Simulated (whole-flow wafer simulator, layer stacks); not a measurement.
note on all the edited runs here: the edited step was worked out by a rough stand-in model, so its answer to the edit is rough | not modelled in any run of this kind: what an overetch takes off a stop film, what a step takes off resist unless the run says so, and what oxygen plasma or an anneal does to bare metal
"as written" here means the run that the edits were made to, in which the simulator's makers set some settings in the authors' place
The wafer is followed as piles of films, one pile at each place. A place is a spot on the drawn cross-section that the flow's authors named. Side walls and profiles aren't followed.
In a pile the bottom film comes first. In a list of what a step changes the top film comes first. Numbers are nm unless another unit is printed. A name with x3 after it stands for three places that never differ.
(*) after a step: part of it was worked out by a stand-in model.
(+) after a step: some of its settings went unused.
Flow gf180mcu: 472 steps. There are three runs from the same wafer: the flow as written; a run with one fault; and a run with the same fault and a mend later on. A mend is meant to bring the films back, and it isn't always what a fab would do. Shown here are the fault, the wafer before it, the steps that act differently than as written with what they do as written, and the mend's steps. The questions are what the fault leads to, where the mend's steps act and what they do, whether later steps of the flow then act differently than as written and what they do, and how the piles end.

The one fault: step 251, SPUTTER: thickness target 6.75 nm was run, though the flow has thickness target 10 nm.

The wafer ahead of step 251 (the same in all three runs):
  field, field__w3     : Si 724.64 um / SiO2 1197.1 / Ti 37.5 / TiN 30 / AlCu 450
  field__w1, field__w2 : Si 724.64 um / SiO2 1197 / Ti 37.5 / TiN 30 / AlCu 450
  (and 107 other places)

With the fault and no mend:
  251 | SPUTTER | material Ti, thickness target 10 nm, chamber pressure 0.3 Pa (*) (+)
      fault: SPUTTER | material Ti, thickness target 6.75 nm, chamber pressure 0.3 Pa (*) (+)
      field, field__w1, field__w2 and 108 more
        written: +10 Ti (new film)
        fault: +6.75 Ti (new film)
  Steps further on in the flow that do not act as written (not shown: 5 more steps that differ only slightly, by at most 2% or 0.5 nm, whichever is larger):
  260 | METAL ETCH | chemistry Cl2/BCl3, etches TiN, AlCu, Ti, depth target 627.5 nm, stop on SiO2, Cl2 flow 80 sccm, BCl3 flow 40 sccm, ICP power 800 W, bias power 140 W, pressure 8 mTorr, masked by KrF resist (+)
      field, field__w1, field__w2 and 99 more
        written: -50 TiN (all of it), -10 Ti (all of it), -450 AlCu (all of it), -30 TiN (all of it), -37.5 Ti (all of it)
        fault: -50 TiN (all of it), -6.75 Ti (all of it), -450 AlCu (all of it), -30 TiN (all of it), -37.5 Ti (all of it)
  At field__w8, contact, m1 and 6 more, the piles at the end differ from the flow's by more than 2% or 0.5 nm, whichever is larger.
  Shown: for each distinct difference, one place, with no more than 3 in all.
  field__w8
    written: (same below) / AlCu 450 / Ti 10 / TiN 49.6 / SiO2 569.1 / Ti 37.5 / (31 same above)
    fault: (same below) / AlCu 450 / Ti 6.75 / TiN 49.6 / SiO2 572.4 / Ti 37.5 / (31 same above)
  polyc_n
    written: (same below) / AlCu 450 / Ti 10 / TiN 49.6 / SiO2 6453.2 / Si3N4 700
    fault: (same below) / AlCu 450 / Ti 6.75 / TiN 49.6 / SiO2 6456.4 / Si3N4 700
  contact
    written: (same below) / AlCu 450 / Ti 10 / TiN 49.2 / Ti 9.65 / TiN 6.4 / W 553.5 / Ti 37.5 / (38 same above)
    fault: (same below) / AlCu 450 / Ti 6.75 / TiN 49.2 / Ti 9.63 / TiN 6.39 / W 556.8 / Ti 37.5 / (38 same above)

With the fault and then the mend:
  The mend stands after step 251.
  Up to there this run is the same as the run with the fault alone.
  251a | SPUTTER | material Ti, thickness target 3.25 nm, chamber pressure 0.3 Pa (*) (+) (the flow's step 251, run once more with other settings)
      field, field__w1, field__w2 and 108 more
        +3.25 Ti
  Every later step of the flow that is run acts as written at every place that is followed.
  At every place that both follow, the piles at the end match the flow's.
